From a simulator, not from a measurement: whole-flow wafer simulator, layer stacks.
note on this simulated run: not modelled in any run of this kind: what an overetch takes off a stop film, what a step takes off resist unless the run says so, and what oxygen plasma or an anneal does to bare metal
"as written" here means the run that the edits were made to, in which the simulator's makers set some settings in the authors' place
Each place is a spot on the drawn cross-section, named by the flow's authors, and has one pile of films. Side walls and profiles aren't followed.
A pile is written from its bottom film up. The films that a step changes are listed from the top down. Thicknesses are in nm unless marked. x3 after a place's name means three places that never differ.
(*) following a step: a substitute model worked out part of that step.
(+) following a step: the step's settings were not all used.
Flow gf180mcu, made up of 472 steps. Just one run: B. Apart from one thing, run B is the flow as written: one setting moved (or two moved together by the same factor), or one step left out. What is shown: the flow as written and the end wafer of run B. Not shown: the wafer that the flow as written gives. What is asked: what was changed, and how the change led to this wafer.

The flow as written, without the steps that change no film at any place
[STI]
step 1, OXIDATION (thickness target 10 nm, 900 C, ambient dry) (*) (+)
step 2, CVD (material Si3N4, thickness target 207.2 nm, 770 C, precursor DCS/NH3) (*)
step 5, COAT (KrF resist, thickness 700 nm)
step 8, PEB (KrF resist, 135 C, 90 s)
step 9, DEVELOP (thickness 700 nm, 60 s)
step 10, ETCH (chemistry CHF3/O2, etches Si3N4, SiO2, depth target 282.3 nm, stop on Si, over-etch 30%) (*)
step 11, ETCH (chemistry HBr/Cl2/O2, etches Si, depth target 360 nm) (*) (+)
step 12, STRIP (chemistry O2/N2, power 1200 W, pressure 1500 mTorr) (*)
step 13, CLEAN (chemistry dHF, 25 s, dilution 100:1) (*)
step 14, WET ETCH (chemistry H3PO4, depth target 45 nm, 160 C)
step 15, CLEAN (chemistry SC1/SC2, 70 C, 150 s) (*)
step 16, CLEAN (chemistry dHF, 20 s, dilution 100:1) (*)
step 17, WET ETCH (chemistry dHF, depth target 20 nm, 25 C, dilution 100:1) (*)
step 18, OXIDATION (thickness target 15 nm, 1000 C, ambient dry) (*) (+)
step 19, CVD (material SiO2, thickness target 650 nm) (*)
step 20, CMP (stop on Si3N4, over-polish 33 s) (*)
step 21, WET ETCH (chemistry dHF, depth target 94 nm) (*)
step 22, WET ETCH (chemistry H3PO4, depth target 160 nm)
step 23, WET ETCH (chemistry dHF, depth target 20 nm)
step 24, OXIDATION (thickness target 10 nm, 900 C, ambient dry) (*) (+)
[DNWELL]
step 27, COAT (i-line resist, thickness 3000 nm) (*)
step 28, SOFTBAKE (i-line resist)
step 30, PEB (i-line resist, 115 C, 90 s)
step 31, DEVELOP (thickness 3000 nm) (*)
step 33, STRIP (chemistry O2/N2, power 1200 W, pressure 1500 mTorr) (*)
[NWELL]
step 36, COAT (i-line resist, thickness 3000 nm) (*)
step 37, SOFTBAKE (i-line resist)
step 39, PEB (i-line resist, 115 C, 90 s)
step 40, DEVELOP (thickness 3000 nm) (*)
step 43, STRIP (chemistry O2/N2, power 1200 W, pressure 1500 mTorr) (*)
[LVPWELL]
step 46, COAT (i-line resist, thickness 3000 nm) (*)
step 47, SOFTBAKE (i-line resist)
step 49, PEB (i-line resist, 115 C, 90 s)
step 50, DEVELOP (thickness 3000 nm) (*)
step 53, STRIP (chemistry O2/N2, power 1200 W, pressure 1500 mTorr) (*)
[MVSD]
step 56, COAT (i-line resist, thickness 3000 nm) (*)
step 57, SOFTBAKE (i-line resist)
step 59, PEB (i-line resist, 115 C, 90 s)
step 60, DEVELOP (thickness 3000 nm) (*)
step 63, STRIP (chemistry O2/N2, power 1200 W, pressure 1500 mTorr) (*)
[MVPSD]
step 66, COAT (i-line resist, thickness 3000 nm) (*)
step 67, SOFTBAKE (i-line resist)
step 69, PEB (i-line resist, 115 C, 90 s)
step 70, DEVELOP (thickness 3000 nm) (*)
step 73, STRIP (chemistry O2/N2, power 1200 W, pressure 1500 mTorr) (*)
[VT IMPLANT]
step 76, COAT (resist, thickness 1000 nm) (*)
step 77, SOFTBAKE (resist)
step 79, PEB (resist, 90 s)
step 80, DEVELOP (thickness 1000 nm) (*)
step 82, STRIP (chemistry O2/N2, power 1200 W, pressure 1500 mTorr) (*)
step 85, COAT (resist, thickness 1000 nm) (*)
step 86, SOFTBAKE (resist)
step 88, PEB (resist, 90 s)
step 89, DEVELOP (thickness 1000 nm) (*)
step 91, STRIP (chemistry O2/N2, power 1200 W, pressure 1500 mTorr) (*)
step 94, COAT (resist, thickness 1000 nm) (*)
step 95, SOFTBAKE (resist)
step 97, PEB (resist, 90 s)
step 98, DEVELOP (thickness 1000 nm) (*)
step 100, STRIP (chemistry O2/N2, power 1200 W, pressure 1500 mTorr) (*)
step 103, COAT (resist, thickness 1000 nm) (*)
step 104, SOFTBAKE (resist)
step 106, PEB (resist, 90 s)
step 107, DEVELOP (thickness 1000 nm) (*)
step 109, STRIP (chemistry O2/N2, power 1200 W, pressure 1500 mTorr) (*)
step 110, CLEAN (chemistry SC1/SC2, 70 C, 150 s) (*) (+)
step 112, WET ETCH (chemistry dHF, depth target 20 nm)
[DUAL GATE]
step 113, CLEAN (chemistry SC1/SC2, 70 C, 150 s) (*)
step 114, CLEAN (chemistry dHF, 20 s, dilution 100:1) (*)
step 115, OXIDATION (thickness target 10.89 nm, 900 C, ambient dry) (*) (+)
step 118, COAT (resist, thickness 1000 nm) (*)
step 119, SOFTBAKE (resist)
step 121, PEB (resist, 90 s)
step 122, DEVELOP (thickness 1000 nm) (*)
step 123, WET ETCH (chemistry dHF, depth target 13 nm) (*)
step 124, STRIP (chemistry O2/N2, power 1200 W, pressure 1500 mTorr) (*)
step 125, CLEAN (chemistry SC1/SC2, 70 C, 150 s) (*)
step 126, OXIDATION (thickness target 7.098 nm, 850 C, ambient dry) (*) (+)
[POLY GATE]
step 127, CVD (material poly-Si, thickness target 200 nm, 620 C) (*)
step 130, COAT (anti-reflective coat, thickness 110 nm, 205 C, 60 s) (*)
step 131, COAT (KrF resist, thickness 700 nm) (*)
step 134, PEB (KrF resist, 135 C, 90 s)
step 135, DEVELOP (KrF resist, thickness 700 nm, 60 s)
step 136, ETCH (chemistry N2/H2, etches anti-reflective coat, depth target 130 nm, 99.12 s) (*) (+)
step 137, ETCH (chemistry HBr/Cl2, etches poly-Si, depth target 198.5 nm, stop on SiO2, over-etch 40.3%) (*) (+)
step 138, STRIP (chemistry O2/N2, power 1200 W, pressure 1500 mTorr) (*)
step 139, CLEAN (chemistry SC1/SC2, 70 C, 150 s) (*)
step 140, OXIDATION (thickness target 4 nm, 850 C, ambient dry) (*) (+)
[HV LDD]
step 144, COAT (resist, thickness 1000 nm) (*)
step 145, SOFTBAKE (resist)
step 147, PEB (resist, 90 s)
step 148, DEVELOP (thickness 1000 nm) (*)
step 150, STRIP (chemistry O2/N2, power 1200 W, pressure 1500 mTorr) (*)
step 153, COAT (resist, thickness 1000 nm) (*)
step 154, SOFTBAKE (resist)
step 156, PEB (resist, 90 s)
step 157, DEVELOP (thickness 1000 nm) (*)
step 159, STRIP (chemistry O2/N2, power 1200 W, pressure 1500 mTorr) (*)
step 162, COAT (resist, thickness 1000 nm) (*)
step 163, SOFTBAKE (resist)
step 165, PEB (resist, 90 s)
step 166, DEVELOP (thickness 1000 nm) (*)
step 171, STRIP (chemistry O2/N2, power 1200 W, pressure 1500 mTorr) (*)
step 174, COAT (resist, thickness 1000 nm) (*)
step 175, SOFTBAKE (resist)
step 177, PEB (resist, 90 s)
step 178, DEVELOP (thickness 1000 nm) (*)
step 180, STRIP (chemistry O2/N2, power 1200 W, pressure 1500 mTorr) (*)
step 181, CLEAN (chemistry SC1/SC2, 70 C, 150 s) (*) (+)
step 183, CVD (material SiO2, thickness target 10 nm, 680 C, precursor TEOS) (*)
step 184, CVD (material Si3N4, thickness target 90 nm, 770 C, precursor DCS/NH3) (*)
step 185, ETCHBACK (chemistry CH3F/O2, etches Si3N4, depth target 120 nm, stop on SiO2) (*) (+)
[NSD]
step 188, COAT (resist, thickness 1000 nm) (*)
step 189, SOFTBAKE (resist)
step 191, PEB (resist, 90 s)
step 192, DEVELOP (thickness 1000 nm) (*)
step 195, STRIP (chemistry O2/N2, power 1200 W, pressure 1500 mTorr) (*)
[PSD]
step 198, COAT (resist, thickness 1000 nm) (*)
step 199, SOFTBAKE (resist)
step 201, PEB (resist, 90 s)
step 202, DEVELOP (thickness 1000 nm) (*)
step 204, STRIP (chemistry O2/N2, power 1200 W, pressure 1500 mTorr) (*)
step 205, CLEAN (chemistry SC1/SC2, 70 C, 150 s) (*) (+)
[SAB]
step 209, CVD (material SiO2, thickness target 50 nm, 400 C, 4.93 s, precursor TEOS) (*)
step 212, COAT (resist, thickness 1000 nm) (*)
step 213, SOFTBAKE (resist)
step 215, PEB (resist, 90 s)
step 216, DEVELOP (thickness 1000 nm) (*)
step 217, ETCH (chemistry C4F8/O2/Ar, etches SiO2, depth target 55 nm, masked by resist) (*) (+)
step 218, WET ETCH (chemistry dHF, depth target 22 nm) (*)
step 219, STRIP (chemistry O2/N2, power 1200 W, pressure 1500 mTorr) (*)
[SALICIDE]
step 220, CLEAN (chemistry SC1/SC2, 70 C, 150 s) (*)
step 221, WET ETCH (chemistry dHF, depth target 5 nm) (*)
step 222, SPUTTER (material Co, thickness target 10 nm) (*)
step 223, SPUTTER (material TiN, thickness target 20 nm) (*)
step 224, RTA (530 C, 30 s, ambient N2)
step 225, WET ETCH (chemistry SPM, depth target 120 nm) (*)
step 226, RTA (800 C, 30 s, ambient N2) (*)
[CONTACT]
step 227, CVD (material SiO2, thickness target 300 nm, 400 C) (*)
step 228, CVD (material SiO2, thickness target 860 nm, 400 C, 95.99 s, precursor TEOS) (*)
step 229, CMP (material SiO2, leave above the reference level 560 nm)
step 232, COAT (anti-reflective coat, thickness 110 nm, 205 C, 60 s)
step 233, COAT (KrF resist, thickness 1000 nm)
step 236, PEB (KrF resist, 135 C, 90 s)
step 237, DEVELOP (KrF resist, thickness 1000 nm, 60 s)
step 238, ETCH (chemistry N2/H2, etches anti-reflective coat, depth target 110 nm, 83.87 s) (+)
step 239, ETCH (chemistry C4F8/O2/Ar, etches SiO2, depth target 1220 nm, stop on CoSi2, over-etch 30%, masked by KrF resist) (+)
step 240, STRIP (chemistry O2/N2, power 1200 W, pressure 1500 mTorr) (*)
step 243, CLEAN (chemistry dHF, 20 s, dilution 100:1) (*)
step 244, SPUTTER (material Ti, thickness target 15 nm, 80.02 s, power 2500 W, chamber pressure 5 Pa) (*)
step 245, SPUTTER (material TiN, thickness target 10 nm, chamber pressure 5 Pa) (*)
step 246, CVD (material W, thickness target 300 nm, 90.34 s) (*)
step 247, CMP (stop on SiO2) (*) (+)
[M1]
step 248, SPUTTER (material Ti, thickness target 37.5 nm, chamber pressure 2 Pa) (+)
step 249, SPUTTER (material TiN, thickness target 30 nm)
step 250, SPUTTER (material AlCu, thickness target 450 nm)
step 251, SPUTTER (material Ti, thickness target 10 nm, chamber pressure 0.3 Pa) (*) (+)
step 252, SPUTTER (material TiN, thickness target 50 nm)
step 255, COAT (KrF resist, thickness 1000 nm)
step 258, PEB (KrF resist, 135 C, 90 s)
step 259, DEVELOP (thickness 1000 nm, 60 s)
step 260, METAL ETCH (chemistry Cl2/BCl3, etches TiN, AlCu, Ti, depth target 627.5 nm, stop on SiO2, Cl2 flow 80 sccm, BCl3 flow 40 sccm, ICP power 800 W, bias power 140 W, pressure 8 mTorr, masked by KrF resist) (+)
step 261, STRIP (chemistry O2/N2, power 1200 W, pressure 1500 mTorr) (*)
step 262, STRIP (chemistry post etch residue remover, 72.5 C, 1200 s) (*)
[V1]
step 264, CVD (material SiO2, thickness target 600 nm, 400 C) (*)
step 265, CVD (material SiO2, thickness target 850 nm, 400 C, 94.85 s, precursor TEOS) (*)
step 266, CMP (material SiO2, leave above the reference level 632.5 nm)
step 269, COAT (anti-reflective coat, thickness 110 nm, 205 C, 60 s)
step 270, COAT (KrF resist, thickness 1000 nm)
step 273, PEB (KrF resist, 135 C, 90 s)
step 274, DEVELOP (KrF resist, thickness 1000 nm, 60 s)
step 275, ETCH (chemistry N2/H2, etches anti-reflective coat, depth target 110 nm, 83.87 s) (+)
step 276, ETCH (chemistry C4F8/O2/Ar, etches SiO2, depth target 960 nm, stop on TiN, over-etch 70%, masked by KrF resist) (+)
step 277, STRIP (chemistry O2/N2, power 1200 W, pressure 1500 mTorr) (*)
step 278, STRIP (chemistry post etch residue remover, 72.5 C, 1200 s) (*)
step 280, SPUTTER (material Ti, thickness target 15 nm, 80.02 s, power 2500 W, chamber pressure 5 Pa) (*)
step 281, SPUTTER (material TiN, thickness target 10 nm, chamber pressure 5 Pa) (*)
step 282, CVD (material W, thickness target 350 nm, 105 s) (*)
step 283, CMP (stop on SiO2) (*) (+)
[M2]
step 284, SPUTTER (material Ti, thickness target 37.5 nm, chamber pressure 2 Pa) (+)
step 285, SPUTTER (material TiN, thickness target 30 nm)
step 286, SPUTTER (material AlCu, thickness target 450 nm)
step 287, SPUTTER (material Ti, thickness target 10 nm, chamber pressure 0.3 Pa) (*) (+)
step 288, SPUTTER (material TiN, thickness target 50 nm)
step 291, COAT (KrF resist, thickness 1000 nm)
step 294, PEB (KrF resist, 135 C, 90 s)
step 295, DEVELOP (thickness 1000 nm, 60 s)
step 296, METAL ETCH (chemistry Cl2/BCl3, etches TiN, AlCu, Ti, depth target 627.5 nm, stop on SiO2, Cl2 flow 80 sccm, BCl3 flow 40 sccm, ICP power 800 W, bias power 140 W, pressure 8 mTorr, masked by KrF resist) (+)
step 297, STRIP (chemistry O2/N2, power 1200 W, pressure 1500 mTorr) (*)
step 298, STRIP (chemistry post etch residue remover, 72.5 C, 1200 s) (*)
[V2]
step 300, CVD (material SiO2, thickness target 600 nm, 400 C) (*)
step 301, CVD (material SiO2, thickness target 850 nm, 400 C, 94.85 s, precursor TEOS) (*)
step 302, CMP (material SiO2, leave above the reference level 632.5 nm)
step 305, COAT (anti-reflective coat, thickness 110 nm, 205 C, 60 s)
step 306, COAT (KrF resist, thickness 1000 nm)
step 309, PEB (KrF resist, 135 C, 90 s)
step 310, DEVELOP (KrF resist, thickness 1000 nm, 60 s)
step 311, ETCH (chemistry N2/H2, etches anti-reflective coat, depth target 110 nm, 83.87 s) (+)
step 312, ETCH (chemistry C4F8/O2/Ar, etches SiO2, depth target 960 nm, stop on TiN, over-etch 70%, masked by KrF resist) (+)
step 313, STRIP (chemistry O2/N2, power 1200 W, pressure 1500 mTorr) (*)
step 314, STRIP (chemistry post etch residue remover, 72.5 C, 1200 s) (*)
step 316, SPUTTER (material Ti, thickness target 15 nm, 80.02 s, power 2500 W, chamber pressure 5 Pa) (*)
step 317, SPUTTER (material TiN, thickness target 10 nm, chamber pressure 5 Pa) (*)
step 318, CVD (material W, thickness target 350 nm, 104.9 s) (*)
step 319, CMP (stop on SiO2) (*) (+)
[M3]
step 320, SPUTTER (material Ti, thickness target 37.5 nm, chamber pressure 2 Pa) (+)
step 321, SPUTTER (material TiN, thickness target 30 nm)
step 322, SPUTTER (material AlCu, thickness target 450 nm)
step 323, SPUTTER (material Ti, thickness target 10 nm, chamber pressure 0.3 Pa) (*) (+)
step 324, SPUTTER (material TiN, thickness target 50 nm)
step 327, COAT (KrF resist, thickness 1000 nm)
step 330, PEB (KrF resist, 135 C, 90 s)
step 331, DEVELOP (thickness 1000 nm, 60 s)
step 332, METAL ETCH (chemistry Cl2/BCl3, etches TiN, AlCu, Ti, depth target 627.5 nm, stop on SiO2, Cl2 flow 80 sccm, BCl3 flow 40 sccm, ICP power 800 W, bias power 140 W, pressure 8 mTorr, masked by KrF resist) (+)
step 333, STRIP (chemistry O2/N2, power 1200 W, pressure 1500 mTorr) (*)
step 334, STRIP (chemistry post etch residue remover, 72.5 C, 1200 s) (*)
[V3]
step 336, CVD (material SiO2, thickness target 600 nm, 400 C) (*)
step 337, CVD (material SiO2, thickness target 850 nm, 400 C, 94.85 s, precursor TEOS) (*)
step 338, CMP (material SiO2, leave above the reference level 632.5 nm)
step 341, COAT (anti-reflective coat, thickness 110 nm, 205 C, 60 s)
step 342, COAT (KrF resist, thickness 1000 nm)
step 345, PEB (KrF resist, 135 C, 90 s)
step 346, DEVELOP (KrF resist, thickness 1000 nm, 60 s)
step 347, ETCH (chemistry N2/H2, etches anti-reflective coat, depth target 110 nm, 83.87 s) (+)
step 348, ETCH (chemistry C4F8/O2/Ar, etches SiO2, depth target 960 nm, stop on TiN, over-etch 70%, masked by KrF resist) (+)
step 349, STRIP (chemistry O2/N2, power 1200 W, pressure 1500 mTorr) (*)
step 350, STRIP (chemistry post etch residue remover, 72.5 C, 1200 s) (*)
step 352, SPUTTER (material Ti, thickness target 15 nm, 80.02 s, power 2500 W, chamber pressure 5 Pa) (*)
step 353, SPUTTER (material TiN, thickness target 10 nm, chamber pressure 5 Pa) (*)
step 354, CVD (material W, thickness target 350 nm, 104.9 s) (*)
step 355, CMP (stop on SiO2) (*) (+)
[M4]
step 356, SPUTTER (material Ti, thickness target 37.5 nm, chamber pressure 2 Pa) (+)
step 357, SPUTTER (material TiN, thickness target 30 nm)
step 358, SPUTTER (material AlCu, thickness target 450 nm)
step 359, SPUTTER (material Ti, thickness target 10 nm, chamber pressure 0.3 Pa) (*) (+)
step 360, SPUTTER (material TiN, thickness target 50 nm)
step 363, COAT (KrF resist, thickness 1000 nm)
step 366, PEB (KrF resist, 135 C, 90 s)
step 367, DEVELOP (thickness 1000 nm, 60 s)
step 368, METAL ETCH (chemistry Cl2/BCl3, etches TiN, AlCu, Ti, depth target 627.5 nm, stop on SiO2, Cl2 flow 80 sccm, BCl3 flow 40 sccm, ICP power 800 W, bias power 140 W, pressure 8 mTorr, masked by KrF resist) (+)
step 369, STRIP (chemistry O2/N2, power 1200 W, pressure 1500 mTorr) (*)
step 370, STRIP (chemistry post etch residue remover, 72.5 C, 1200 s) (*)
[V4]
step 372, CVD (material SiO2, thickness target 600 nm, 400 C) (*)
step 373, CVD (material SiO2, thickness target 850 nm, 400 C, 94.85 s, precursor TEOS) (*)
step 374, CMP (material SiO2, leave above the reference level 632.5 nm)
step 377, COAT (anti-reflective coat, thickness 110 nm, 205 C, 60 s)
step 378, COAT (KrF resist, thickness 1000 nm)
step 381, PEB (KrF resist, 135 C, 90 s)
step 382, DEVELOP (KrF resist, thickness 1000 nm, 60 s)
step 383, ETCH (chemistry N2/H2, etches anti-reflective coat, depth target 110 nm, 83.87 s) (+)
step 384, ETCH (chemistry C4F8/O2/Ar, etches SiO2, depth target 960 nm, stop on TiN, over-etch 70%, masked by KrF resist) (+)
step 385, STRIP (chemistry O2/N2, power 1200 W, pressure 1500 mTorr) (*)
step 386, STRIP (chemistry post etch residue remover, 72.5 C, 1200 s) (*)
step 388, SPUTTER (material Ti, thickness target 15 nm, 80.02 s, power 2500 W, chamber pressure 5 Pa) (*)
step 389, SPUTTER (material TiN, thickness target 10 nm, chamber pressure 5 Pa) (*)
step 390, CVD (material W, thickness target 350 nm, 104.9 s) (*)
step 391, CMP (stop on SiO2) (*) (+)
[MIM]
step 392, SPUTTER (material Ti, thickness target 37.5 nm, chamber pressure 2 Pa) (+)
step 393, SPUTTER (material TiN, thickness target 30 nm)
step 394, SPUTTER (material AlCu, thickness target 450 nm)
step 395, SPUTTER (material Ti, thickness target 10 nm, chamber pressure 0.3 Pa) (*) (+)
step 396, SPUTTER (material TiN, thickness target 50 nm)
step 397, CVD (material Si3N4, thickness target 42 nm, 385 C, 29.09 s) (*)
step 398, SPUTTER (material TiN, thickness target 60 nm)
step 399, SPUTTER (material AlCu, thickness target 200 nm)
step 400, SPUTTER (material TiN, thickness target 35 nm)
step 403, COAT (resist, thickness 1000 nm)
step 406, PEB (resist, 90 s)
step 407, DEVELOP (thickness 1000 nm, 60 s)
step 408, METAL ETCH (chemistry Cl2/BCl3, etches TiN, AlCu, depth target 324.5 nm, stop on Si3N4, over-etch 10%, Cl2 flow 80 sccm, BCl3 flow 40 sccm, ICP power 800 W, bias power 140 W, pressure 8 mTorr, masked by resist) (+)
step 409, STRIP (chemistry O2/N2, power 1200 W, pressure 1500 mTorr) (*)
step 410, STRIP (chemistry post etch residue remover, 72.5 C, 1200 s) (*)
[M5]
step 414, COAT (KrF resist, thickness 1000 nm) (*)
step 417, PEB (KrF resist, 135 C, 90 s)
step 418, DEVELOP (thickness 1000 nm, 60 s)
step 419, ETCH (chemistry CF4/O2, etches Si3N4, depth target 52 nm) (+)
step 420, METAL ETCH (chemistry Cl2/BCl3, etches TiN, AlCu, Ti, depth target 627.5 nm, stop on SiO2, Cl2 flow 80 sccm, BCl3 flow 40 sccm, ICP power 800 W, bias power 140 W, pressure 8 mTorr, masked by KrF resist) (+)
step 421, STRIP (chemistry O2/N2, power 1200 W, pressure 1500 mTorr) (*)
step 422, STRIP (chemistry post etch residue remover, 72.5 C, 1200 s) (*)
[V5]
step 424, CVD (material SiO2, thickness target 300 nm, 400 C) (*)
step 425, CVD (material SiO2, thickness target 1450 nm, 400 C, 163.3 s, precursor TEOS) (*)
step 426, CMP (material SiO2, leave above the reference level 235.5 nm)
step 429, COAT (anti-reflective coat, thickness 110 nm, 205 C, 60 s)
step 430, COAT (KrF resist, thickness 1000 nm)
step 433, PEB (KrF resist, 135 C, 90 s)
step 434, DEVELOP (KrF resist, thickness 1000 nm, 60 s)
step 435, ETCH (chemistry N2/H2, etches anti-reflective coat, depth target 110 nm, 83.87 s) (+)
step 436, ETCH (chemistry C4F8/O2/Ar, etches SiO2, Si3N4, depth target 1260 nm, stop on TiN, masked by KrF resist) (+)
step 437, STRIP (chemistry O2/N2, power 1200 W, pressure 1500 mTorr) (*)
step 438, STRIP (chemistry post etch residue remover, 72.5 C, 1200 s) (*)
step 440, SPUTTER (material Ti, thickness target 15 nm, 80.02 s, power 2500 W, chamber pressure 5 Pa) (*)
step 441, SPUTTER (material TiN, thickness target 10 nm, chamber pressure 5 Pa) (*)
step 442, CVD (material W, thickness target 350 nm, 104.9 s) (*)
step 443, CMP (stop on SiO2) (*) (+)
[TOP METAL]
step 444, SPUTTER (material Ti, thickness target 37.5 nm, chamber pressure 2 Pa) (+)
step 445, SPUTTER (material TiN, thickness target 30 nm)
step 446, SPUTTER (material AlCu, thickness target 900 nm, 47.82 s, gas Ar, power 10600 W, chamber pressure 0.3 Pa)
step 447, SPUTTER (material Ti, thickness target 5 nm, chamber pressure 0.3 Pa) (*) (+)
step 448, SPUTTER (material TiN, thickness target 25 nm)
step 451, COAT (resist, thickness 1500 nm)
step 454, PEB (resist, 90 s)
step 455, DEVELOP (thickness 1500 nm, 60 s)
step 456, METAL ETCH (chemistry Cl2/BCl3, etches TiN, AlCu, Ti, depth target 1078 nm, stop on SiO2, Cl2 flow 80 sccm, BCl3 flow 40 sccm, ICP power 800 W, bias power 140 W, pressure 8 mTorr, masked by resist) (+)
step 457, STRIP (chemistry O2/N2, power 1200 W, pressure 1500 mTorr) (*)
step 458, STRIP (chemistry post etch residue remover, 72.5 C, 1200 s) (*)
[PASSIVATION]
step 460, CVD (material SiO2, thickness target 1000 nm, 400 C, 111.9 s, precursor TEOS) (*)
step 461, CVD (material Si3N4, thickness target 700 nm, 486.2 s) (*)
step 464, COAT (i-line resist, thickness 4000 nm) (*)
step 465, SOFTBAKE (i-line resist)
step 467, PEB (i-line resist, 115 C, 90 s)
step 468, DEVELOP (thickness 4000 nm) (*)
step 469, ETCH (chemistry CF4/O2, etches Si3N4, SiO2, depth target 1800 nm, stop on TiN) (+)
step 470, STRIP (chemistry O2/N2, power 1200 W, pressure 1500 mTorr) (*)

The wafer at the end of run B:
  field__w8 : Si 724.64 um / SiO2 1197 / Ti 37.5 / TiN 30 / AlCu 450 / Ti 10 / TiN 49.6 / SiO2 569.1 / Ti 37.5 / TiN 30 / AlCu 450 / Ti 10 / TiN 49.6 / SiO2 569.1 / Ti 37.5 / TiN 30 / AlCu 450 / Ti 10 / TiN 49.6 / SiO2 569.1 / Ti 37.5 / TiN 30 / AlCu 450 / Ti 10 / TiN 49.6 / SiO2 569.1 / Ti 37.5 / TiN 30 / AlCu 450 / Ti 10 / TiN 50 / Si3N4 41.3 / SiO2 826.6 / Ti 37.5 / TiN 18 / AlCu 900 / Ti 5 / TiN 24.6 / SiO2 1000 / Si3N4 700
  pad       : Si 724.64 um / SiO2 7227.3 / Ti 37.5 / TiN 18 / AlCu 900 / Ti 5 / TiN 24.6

Cause: step 445, SPUTTER: thickness target 18 nm was run, whereas the flow has thickness target 30 nm.
The wafer itself shows it: field__w8 has TiN 18, and step 445 as written asks for 30 nm.

Step by step, how the change led to this:
  step 445, SPUTTER (material TiN, thickness target 30 nm)
      field, field__w1, field__w2 and 109 more: TiN gains 18 (new film) (as written it would have been: TiN gains 30 (new film))
  step 456, METAL ETCH (chemistry Cl2/BCl3, etches TiN, AlCu, Ti, depth target 1078 nm, stop on SiO2, Cl2 flow 80 sccm, BCl3 flow 40 sccm, ICP power 800 W, bias power 140 W, pressure 8 mTorr, masked by resist) (+)
      field, field__w1, field__w2 and 103 more: TiN loses 25 (all of it), Ti loses 5 (all of it), AlCu loses 900 (all of it), TiN loses 18 (all of it), Ti loses 37.5 (all of it) (as written it would have been: TiN loses 25 (all of it), Ti loses 5 (all of it), AlCu loses 900 (all of it), TiN loses 30 (all of it), Ti loses 37.5 (all of it))
